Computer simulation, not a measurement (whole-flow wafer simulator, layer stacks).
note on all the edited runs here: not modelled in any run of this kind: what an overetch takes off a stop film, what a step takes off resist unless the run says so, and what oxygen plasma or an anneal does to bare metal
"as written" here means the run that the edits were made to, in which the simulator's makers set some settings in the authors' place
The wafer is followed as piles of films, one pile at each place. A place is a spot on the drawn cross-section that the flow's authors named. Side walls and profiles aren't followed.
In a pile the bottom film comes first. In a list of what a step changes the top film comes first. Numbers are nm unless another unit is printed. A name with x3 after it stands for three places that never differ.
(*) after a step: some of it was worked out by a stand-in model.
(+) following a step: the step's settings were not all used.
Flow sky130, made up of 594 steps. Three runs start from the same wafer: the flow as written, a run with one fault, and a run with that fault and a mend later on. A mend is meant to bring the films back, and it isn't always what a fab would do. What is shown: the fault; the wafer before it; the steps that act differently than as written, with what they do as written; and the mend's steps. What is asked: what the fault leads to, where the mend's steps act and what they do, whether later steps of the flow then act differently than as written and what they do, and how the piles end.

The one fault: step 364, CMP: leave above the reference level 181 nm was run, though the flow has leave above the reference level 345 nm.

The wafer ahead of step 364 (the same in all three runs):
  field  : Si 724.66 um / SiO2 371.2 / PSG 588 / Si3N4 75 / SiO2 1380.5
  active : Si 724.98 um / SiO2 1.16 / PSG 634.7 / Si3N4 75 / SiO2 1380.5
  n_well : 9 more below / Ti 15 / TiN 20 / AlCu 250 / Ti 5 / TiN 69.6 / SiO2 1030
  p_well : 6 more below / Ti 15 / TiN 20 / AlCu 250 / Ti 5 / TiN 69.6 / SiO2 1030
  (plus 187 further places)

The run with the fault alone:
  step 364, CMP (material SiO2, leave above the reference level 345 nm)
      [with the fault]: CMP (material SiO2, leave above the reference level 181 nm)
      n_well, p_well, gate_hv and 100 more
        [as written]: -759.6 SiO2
        [with the fault]: -923.6 SiO2
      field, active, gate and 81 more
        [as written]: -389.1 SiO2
        [with the fault]: -553.1 SiO2
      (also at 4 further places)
  Later steps of the flow acting differently than as written (10 more steps, not shown, differ only slightly: by at most 2% or 0.5 nm, whichever is larger):
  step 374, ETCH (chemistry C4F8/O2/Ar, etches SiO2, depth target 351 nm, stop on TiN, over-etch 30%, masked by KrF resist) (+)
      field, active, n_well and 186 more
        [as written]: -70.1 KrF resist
        [with the fault]: -27.5 KrF resist
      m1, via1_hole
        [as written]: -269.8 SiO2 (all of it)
        [with the fault]: -105.8 SiO2 (all of it)
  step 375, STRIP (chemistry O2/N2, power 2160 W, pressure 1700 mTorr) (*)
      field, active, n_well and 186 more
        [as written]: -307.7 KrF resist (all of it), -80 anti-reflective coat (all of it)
        [with the fault]: -350.3 KrF resist (all of it), -80 anti-reflective coat (all of it)
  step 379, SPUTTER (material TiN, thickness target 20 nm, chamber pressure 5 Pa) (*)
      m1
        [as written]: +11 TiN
        [with the fault]: +14.8 TiN
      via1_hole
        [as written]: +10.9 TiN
        [with the fault]: +14.8 TiN
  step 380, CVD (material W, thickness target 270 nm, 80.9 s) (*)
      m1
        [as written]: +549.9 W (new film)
        [with the fault]: +382 W (new film)
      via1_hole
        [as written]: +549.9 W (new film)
        [with the fault]: +382.1 W (new film)
  By the end, the piles at field, active, n_well and 190 more depart from the flow's by more than 2% or 0.5 nm, whichever is larger.
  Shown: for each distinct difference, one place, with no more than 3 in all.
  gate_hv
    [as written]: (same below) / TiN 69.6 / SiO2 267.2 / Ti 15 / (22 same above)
    [with the fault]: (same below) / TiN 69.6 / SiO2 103.2 / Ti 15 / (22 same above)
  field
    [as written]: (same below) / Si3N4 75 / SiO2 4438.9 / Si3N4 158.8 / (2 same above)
    [with the fault]: (same below) / Si3N4 75 / SiO2 4274.9 / Si3N4 158.8 / (2 same above)
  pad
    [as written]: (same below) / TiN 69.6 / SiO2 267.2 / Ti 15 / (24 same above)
    [with the fault]: (same below) / TiN 69.6 / SiO2 103.2 / Ti 15 / (24 same above)

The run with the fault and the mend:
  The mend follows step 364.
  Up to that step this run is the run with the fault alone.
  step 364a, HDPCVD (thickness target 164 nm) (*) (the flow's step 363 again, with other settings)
      field, active, n_well and 188 more
        +164 SiO2
  Every later step of the flow that is run acts as written, at every place that is followed, to within 2% or 0.5 nm, whichever is larger.
  At every place that both follow, the piles at the end match the flow's.
